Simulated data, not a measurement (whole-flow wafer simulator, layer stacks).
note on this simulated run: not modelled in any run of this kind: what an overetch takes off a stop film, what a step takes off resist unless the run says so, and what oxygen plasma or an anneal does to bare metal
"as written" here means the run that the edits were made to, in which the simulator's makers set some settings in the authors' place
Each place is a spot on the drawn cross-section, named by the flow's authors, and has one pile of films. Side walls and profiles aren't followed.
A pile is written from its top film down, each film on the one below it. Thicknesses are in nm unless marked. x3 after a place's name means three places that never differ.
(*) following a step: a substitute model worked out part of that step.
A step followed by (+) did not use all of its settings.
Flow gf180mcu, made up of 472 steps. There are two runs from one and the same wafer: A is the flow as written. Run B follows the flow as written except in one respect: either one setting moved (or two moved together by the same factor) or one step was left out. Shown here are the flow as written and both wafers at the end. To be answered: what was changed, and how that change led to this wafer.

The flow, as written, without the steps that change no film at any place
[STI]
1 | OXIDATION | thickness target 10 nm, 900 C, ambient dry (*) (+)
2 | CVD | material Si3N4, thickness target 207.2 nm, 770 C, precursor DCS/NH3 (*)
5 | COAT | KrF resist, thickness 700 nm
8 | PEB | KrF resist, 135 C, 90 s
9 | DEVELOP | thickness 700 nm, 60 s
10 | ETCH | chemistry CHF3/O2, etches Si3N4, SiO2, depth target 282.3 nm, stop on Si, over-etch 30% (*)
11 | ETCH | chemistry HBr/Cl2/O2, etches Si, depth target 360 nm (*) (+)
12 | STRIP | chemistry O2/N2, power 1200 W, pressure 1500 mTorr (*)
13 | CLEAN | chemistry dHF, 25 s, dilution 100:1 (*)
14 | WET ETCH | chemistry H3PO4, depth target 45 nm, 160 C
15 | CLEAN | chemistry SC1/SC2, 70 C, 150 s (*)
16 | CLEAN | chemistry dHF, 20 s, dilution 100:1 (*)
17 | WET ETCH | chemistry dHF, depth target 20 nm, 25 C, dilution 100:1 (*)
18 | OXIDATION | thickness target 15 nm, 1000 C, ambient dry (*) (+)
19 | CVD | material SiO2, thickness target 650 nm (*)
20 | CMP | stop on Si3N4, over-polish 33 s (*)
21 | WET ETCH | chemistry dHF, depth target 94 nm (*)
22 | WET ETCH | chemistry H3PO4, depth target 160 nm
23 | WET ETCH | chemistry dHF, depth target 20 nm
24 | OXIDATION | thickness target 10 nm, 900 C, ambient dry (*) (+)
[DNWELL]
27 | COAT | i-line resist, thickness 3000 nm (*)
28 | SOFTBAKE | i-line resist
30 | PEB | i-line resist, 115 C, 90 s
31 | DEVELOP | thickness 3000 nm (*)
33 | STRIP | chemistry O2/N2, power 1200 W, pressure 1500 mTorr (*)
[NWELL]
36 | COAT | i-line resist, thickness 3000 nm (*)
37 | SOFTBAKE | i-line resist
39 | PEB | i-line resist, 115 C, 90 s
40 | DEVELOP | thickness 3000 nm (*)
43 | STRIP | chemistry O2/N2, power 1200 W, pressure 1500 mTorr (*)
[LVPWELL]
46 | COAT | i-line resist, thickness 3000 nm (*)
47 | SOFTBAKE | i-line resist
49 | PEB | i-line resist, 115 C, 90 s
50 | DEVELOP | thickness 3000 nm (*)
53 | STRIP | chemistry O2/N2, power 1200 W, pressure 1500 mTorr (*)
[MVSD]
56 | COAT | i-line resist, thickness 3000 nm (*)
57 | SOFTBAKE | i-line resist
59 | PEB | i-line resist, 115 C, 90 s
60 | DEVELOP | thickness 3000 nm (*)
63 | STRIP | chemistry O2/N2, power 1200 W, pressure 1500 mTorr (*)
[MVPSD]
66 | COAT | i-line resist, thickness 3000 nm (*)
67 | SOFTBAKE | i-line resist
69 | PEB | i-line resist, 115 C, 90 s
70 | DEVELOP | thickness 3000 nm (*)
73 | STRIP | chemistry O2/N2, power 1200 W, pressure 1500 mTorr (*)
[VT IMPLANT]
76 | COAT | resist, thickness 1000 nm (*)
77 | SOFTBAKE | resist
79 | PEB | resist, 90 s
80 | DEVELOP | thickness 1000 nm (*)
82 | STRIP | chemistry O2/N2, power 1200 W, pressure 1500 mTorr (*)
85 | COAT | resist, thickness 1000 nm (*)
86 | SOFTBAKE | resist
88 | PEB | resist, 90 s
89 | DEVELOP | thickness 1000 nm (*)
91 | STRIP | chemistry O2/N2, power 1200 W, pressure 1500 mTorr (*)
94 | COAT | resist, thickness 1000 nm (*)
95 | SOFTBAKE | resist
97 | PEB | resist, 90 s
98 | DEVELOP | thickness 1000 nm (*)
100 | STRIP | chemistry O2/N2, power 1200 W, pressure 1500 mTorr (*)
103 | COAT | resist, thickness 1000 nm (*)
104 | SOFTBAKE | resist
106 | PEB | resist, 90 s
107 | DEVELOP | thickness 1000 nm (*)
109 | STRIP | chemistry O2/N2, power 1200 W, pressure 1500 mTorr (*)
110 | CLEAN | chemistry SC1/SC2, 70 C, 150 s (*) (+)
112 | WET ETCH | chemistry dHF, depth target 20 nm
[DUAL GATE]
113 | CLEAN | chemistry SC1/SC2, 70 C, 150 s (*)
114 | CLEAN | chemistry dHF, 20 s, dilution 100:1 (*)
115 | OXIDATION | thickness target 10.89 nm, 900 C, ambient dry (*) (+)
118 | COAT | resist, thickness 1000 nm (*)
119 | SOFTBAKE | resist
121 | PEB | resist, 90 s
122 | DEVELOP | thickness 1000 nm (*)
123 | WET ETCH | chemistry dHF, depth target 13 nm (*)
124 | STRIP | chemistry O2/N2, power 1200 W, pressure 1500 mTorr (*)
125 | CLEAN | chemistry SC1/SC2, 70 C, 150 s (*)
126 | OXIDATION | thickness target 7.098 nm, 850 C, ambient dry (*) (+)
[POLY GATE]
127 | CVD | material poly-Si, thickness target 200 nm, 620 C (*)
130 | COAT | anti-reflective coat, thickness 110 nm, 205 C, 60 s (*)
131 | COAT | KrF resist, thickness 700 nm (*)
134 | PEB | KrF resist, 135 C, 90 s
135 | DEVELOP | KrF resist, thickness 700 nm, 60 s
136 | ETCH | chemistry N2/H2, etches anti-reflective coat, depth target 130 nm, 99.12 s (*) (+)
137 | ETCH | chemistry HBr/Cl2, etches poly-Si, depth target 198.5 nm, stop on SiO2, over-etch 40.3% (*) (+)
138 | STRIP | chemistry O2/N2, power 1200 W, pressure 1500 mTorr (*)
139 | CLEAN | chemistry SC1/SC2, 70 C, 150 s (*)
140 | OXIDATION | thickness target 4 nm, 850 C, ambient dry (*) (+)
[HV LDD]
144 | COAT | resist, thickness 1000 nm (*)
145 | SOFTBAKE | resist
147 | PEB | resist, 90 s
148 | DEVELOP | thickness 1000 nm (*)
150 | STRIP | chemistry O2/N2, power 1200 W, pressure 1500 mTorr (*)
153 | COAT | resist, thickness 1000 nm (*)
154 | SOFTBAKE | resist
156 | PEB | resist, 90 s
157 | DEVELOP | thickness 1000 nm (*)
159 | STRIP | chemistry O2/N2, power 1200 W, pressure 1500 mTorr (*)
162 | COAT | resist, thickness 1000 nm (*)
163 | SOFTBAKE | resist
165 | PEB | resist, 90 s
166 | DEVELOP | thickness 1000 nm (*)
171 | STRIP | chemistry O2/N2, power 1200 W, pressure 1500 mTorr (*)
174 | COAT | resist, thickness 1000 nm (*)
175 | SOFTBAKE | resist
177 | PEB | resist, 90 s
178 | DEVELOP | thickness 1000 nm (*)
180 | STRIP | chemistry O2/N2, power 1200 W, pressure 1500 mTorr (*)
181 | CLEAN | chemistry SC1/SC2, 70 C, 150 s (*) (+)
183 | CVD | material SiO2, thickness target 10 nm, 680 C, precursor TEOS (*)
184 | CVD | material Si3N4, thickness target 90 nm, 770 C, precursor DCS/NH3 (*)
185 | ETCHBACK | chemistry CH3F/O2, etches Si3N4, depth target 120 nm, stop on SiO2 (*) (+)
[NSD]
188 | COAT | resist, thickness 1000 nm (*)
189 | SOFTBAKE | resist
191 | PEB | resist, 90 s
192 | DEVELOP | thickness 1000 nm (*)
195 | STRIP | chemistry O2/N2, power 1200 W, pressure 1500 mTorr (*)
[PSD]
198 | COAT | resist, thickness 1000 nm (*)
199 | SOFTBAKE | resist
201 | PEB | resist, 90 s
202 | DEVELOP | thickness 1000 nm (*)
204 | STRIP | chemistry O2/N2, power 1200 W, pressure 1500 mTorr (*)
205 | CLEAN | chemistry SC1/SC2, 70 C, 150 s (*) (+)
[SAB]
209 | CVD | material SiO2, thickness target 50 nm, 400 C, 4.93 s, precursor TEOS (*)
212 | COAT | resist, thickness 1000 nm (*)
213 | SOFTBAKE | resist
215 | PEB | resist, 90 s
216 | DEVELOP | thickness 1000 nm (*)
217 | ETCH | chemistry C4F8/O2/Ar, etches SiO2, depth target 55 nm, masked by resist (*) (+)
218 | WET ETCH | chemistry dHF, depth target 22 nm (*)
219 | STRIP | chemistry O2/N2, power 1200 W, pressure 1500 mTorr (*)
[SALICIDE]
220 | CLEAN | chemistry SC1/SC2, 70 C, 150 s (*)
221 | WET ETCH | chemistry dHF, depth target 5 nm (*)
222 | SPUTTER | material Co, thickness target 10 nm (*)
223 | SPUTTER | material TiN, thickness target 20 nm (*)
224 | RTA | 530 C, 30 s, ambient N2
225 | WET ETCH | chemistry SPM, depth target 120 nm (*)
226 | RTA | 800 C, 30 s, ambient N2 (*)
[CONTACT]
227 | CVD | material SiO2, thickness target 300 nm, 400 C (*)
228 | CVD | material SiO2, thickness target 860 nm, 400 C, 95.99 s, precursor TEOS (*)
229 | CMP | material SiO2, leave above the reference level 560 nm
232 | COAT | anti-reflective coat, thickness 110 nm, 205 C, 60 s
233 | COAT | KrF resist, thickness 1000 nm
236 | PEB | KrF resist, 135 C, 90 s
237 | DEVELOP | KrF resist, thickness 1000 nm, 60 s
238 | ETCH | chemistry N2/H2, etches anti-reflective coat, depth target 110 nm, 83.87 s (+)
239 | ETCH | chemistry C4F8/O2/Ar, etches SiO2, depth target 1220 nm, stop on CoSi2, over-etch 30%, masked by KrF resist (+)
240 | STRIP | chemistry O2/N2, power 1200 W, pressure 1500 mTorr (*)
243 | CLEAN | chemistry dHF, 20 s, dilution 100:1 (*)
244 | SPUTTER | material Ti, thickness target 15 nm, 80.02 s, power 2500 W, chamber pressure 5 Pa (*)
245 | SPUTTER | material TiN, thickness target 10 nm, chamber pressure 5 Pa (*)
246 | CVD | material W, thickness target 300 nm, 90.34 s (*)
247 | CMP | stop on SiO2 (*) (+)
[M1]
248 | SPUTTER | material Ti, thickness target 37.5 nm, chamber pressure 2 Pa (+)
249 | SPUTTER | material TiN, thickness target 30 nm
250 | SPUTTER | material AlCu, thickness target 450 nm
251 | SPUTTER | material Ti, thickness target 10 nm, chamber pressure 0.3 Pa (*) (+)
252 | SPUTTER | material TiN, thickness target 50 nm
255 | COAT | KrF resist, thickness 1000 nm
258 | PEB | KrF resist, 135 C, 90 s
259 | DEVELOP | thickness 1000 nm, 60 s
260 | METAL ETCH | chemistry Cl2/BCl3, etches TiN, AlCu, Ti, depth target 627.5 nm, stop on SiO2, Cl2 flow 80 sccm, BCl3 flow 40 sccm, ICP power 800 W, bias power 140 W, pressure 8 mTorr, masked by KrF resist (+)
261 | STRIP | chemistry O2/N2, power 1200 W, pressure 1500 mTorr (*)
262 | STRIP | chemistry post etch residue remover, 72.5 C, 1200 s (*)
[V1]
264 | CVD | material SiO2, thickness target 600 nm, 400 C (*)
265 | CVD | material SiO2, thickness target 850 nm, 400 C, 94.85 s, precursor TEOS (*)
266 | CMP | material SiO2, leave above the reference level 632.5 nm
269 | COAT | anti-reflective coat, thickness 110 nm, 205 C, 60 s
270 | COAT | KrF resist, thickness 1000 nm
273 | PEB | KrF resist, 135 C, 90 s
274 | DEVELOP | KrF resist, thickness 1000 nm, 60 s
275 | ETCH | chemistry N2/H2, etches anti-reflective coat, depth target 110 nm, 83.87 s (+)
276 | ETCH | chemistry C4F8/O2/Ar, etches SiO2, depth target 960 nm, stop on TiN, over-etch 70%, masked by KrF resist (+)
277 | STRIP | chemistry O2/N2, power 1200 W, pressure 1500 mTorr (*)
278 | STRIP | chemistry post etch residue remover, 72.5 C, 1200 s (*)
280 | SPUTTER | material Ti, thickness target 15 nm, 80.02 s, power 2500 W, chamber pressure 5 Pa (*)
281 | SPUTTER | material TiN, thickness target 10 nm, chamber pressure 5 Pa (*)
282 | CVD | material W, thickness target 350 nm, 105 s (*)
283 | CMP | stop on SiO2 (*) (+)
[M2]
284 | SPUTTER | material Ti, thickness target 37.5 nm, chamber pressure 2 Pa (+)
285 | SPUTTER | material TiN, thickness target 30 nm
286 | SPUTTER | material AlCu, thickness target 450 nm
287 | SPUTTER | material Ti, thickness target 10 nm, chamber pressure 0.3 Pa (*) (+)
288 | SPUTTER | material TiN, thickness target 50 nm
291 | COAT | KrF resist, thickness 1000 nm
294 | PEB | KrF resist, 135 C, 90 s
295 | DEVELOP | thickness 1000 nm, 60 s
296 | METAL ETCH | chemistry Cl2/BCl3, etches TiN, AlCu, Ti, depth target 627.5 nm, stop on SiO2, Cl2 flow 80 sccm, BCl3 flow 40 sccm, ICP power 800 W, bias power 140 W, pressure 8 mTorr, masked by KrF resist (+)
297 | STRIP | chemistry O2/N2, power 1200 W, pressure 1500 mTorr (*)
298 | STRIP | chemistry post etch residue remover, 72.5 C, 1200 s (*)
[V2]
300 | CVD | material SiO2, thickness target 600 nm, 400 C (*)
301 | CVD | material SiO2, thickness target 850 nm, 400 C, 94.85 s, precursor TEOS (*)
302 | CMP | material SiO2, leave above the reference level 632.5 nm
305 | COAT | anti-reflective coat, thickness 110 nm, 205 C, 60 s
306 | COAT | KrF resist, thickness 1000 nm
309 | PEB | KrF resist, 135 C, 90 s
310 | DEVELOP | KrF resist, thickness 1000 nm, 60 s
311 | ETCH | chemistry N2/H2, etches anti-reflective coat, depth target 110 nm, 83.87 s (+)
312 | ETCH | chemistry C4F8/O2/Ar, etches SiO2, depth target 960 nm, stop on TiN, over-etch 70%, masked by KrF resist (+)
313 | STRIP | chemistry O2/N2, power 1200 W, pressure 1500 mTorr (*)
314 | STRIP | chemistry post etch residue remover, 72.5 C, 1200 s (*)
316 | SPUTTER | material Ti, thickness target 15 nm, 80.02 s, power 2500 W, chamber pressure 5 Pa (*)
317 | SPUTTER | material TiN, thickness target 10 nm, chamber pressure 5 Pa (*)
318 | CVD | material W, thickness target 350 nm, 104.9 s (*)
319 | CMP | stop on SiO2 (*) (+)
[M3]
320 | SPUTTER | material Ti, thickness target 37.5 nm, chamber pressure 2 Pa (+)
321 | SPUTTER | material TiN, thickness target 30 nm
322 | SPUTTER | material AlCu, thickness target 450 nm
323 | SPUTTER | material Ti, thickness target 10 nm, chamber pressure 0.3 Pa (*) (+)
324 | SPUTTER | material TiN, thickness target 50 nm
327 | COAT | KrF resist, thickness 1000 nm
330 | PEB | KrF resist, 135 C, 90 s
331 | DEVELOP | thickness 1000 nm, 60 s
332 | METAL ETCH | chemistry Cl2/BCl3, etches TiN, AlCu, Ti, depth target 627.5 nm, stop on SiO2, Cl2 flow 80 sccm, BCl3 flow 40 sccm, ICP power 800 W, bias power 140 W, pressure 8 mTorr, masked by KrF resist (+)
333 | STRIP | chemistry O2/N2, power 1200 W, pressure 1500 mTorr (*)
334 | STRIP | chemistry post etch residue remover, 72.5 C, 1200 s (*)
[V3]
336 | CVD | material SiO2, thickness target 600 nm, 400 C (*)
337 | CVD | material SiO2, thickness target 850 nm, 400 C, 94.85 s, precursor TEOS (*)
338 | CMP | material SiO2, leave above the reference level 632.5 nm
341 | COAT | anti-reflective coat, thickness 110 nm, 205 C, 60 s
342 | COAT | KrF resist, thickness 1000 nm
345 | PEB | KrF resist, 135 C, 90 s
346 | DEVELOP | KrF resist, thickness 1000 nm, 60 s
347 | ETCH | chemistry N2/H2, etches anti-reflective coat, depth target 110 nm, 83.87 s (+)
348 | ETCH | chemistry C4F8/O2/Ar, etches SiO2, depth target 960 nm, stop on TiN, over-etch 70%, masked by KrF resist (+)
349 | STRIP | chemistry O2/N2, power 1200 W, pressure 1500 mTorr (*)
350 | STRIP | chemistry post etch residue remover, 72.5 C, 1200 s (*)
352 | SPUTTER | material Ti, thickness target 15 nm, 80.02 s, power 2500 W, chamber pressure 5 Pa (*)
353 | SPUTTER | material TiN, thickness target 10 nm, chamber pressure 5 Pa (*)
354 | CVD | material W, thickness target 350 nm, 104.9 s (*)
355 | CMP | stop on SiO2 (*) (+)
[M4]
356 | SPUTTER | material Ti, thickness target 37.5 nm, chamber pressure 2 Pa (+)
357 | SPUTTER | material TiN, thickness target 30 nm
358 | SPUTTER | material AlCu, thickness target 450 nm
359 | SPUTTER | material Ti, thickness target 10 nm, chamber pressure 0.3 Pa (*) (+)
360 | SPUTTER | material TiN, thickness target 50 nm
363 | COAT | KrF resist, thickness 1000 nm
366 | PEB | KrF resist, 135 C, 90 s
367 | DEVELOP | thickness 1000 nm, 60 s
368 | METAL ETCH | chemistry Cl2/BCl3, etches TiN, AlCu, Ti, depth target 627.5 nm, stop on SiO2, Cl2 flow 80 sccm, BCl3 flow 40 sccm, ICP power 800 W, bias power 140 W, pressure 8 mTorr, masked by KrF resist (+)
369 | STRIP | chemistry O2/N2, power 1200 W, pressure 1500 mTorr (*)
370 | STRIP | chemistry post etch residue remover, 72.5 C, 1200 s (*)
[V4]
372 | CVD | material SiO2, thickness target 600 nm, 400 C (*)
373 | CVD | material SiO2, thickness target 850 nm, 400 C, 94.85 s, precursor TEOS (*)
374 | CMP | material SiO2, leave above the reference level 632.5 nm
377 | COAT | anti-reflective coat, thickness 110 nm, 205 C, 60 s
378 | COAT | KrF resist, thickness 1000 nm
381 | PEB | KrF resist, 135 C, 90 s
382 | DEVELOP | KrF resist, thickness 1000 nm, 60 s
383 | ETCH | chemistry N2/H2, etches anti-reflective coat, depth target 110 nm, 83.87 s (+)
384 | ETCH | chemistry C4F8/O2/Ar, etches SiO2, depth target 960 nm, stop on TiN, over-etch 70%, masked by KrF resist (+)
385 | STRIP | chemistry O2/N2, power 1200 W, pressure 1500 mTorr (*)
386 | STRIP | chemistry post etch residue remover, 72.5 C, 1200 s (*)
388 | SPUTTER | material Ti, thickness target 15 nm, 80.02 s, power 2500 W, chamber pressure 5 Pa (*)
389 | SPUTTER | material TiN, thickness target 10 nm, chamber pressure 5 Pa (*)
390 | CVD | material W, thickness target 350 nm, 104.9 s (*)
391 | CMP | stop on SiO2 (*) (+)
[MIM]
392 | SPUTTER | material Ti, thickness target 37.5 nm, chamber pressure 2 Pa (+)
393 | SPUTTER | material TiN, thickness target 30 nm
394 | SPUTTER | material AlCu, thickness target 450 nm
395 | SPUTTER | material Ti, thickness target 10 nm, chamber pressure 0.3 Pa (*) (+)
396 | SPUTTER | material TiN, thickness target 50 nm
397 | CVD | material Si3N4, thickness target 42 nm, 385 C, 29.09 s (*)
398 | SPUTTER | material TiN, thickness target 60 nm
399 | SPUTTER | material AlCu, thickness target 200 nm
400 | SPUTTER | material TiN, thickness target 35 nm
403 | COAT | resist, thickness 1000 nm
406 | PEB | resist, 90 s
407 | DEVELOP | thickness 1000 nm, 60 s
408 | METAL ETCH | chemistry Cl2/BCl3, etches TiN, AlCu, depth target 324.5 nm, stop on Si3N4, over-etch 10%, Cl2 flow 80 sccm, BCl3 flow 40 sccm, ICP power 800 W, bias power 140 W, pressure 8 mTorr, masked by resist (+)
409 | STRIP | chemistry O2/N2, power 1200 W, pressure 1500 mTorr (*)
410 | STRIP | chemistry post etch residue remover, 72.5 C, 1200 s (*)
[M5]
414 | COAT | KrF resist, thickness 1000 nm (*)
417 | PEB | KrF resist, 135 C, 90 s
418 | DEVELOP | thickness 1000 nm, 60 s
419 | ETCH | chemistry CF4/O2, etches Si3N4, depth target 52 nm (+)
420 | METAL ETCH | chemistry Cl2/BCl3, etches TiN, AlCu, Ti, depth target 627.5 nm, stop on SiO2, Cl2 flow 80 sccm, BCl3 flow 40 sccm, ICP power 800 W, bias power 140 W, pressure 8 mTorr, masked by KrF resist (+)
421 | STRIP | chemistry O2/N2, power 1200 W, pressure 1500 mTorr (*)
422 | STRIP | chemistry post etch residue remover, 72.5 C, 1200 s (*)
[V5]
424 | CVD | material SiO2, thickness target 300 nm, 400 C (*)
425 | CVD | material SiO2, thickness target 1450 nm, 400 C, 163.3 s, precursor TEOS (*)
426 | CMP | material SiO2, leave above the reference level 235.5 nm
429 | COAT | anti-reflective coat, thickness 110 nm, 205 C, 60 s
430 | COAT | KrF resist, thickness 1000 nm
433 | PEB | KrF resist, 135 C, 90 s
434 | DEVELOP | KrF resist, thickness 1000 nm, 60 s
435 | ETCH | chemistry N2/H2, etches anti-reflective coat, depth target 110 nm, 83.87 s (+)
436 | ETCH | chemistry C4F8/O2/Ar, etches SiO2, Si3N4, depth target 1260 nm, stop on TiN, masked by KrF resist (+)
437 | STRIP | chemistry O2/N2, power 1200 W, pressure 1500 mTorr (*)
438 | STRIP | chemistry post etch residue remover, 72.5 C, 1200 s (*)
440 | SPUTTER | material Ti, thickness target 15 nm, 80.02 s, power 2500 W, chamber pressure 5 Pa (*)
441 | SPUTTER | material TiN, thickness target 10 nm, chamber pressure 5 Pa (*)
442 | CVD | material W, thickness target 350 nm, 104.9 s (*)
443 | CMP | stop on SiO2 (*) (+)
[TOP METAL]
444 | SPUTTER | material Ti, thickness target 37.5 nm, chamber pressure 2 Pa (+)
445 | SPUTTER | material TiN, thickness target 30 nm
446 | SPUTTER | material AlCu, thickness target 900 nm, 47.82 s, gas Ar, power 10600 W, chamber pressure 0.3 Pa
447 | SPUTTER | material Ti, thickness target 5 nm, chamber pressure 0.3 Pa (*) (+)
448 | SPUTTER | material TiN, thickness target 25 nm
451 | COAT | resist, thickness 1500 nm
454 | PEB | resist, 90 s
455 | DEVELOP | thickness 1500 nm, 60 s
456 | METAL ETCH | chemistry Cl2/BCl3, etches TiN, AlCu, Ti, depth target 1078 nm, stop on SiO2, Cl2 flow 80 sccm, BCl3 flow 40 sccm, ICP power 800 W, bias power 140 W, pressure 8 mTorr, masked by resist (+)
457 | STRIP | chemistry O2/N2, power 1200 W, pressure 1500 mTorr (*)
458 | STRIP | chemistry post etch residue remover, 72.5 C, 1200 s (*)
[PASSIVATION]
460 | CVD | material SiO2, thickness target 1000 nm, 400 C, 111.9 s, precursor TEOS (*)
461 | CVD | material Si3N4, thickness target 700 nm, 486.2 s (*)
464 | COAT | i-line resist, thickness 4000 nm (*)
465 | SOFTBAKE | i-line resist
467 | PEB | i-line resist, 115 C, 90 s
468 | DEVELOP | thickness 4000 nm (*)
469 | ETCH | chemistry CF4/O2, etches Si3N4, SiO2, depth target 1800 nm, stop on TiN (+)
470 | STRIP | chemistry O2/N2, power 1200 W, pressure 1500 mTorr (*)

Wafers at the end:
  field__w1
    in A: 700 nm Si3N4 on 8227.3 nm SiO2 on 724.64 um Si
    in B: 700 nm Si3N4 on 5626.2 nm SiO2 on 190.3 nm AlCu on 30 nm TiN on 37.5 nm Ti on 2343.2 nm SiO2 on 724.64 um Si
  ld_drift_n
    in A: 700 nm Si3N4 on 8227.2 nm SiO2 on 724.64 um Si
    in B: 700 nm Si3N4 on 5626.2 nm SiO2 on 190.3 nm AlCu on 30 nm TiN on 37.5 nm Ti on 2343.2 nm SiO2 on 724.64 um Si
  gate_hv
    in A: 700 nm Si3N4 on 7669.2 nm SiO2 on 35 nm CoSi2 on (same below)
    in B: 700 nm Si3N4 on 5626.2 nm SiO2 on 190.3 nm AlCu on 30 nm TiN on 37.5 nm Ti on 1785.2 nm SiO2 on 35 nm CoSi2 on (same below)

The reason: step 296, METAL ETCH: depth target 314 nm was run, whereas the flow has depth target 627.5 nm.

The path from the change to this, step by step:
  296 | METAL ETCH | chemistry Cl2/BCl3, etches TiN, AlCu, Ti, depth target 627.5 nm, stop on SiO2, Cl2 flow 80 sccm, BCl3 flow 40 sccm, ICP power 800 W, bias power 140 W, pressure 8 mTorr, masked by KrF resist (+)
      field, field__w1, field__w2 and 103 more: A TiN loses 50 (all of it), Ti loses 10 (all of it), AlCu loses 450 (all of it), TiN loses 30 (all of it), Ti loses 37.5 (all of it) | B TiN loses 50 (all of it), Ti loses 10 (all of it), AlCu loses 254
      field__w8, contact, m1, m1__w1, m1_nw: A KrF resist loses 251 | B KrF resist loses 125.6
  297 | STRIP | chemistry O2/N2, power 1200 W, pressure 1500 mTorr (*)
      field__w8, contact, m1, m1__w1, m1_nw: A KrF resist loses 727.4 (all of it) | B KrF resist loses 852.8 (all of it)
  298 | STRIP | chemistry post etch residue remover, 72.5 C, 1200 s (*)
      field, field__w1, field__w2 and 103 more: A nothing | B AlCu loses 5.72
  300 | CVD | material SiO2, thickness target 600 nm, 400 C (*)
      field, field__w1, field__w2 and 103 more: A SiO2 gains 600 | B SiO2 gains 600 (new film)
  302 | CMP | material SiO2, leave above the reference level 632.5 nm
      field, field__w1, field__w2 and 103 more: A SiO2 loses 300 | B SiO2 loses 557.8
With metal films that touch counted as one body, field__w1 has 1 body; the flow as written gives 0 bodies.
With metal films that touch counted as one body, ld_drift_n has 1 body; the flow as written gives 0 bodies.
With metal films that touch counted as one body, gate_hv has 2 bodies (between them, from the top down: SiO2 1785.2); the flow as written gives 1 body.
